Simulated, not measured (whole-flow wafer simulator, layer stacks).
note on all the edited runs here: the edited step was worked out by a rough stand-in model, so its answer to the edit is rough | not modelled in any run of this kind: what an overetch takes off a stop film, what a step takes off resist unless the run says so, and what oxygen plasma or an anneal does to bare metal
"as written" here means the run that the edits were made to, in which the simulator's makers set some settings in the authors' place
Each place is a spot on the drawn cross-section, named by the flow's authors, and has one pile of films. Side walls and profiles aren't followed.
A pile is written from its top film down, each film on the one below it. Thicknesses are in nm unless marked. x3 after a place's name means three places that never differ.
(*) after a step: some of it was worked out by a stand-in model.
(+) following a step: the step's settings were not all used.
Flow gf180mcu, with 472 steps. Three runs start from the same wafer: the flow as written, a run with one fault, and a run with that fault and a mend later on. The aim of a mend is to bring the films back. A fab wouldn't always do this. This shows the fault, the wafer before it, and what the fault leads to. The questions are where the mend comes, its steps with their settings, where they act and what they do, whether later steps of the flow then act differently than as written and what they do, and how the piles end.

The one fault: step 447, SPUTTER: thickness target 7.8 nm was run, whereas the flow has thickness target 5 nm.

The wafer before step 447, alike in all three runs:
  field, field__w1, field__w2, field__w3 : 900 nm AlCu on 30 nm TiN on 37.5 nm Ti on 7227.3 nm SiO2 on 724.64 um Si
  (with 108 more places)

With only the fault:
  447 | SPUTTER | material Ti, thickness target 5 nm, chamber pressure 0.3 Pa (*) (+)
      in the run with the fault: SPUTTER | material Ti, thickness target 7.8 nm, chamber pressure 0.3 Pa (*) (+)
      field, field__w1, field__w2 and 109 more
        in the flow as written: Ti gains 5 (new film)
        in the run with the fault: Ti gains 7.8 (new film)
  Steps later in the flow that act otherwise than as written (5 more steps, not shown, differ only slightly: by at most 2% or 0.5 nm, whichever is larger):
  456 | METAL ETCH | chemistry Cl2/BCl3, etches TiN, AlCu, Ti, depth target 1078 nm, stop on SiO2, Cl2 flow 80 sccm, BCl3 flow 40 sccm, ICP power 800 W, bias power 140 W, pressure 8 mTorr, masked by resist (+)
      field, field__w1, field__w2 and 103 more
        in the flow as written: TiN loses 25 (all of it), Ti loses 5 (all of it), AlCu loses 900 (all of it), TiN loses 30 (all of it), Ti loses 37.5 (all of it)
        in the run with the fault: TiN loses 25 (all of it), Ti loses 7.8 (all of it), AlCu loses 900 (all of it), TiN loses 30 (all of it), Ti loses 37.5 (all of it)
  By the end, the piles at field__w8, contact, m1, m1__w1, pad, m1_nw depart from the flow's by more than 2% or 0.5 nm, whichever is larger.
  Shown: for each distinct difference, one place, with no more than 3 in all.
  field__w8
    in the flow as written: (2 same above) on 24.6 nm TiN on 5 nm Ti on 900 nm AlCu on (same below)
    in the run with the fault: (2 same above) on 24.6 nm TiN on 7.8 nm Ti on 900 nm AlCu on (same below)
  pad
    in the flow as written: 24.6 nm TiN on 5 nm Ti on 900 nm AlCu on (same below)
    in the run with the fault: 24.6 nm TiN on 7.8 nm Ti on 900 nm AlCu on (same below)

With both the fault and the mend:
  The mend stands after step 447.
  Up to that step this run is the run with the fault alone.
  447a | METAL ETCH | chemistry Cl2/BCl3, etches TiN, AlCu, Ti, depth target 2.8 nm, Cl2 flow 80 sccm, BCl3 flow 40 sccm, ICP power 800 W, bias power 140 W, pressure 8 mTorr (the flow's step 260, run once more with other settings)
      field, field__w1, field__w2 and 109 more
        Ti loses 2.8
  Every later step of the flow that is run acts as written at every place that is followed.
  At every place that both follow, the piles at the end match the flow's.
